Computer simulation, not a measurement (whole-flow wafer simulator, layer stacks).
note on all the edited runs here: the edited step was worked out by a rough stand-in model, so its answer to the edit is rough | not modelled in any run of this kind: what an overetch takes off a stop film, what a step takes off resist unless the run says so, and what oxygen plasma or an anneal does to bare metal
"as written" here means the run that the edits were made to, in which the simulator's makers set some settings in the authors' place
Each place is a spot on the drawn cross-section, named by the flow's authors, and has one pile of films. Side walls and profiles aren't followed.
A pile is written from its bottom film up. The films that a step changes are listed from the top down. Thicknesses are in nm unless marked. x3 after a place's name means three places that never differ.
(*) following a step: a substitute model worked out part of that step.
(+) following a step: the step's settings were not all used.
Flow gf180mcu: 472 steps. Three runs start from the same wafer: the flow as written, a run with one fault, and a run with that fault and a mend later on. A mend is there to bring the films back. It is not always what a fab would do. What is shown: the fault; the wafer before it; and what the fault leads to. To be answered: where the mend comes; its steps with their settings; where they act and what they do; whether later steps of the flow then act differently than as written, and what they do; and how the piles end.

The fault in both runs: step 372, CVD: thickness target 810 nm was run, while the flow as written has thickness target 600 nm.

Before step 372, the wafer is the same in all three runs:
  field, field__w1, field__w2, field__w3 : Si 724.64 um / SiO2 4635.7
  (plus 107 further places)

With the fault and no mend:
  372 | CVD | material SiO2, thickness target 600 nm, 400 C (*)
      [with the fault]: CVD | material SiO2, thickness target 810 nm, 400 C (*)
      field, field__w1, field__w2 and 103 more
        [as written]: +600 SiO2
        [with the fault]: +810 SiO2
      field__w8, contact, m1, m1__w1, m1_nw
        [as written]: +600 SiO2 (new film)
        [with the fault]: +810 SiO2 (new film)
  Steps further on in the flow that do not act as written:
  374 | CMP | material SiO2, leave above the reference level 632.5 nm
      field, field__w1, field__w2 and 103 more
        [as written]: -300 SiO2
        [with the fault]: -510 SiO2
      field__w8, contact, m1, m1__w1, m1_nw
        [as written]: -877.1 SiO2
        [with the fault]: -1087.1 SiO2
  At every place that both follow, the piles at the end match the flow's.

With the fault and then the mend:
  The mend follows step 383.
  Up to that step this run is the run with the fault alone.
  384 | ETCH | chemistry C4F8/O2/Ar, etches SiO2, depth target 1170 nm, stop on TiN, over-etch 70%, masked by KrF resist (+) (the flow's step 384, as written with depth target 960 nm)
      field, field__w1, field__w2 and 107 more
        -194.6 KrF resist
      contact
        -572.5 SiO2 (all of it)
  None of the later steps of the flow differs from how it acts as written, at any place that is followed, by more than 2% or 0.5 nm, whichever is larger.
  At every place that both follow, the piles at the end match the flow's.
